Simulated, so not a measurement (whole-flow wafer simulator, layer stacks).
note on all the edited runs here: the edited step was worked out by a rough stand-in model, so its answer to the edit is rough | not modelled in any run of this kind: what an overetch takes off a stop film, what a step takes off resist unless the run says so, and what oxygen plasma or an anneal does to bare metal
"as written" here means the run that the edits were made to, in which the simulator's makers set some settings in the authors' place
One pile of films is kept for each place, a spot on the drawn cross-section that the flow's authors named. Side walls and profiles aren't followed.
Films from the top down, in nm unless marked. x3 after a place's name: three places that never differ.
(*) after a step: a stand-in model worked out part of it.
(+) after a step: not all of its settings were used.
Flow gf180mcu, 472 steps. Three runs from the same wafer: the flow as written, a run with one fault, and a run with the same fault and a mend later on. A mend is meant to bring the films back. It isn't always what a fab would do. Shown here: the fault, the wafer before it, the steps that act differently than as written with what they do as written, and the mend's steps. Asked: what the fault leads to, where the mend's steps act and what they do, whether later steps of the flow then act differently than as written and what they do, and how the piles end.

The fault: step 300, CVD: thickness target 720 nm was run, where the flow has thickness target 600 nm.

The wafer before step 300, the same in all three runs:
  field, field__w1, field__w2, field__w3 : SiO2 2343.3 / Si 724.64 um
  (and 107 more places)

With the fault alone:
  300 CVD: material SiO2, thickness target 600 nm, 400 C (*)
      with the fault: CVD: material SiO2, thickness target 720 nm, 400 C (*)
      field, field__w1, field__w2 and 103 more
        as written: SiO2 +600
        with the fault: SiO2 +720
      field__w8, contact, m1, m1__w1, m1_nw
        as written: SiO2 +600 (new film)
        with the fault: SiO2 +720 (new film)
  Later steps of the flow that act differently than as written:
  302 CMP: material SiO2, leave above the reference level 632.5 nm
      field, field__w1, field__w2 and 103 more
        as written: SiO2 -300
        with the fault: SiO2 -420
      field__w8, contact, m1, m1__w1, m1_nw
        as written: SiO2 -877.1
        with the fault: SiO2 -997.1
  At the end the piles are the same as the flow's at every place that both follow.

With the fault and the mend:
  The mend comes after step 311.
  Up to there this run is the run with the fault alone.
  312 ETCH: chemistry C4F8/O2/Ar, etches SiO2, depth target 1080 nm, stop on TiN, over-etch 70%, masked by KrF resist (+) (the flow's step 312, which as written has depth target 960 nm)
      field, field__w1, field__w2 and 107 more
        KrF resist -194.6
      contact
        SiO2 -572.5 (all of it)
  No later step of the flow acts differently than as written, at any place that is followed, by more than 2% or 0.5 nm, whichever is larger.
  At the end the piles are the same as the flow's at every place that both follow.
